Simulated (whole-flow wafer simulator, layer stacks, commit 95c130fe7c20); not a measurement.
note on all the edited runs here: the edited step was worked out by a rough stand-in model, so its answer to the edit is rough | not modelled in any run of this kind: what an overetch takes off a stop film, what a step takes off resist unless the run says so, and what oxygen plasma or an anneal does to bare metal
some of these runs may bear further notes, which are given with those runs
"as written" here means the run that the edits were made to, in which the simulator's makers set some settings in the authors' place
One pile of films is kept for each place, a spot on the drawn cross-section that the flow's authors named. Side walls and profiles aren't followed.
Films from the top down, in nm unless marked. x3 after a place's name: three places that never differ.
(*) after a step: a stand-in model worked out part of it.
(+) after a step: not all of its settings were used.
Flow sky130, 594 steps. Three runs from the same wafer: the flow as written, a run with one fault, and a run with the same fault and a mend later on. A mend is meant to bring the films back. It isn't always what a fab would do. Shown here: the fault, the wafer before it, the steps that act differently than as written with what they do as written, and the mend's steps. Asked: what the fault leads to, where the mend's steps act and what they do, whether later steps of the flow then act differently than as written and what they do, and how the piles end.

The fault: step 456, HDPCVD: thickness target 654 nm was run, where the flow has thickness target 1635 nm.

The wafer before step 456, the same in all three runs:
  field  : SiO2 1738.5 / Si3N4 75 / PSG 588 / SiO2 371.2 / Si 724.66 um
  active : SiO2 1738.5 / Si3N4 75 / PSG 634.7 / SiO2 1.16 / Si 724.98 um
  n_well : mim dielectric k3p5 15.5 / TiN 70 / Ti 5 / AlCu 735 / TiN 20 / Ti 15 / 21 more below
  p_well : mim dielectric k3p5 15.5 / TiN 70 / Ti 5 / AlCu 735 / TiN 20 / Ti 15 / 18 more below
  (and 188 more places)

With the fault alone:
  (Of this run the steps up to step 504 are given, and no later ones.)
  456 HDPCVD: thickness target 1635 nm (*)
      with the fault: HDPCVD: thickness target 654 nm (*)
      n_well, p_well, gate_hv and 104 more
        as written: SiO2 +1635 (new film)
        with the fault: SiO2 +654 (new film)
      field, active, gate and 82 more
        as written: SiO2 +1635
        with the fault: SiO2 +654
  Later steps of the flow that act differently than as written:
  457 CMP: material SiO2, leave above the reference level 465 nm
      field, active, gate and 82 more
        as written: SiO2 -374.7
        with the fault: nothing
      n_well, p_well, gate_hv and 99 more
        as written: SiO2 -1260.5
        with the fault: SiO2 -279.5
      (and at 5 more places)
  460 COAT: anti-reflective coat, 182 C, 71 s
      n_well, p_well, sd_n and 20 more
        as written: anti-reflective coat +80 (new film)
        with the fault: anti-reflective coat +3 (new film)
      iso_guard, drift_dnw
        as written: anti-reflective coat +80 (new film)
        with the fault: anti-reflective coat +19.9 (new film)
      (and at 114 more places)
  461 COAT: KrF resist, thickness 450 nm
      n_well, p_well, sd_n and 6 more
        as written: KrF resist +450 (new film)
        with the fault: KrF resist +3 (new film)
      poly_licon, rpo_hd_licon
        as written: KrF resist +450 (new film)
        with the fault: KrF resist +499.5 (new film)
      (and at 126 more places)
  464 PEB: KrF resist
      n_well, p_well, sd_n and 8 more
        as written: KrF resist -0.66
        with the fault: nothing
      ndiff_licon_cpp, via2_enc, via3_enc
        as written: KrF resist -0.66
        with the fault: KrF resist -0.06
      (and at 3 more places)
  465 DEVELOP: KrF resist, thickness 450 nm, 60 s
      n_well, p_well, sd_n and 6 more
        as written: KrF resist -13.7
        with the fault: nothing
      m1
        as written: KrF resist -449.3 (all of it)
        with the fault: KrF resist -185.5 (all of it)
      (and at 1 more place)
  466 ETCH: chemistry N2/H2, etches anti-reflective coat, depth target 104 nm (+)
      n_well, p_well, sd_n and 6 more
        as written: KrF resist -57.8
        with the fault: KrF resist -3 (all of it), anti-reflective coat -3 (all of it), SiO2 -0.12
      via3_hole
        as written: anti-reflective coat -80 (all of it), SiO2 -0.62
        with the fault: anti-reflective coat -13.1 (all of it)
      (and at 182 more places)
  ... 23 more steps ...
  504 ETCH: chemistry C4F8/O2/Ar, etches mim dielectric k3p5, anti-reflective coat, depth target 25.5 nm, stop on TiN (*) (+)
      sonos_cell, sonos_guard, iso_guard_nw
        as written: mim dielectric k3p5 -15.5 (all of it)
        with the fault: anti-reflective coat -25.5
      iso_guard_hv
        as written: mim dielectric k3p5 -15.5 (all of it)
        with the fault: anti-reflective coat -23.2 (all of it), mim dielectric k3p5 -2.31
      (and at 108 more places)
  After step 504 the piles differ from the flow's by more than 2% or 0.5 nm, whichever is larger, at field, active, n_well and 184 more.
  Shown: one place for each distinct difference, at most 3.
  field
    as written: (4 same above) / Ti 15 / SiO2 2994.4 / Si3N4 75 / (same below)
    with the fault: (4 same above) / Ti 15 / W 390 / TiN 20 / SiO2 2392.5 / Si3N4 75 / (same below)
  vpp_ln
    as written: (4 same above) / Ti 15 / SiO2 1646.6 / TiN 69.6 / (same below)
    with the fault: (4 same above) / Ti 15 / W 390 / TiN 20 / SiO2 1044.7 / TiN 69.6 / (same below)
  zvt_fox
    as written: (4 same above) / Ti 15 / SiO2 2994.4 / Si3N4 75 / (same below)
    with the fault: (4 same above) / Ti 15 / W 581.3 / TiN 20 / SiO2 2392.5 / Si3N4 75 / (same below)

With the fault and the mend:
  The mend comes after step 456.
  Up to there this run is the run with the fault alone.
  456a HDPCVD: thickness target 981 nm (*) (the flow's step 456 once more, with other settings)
      field, active, n_well and 189 more
        SiO2 +981
  No later step of the flow acts differently than as written, at any place that is followed, by more than 2% or 0.5 nm, whichever is larger.
  At the end the piles are the same as the flow's at every place that both follow.
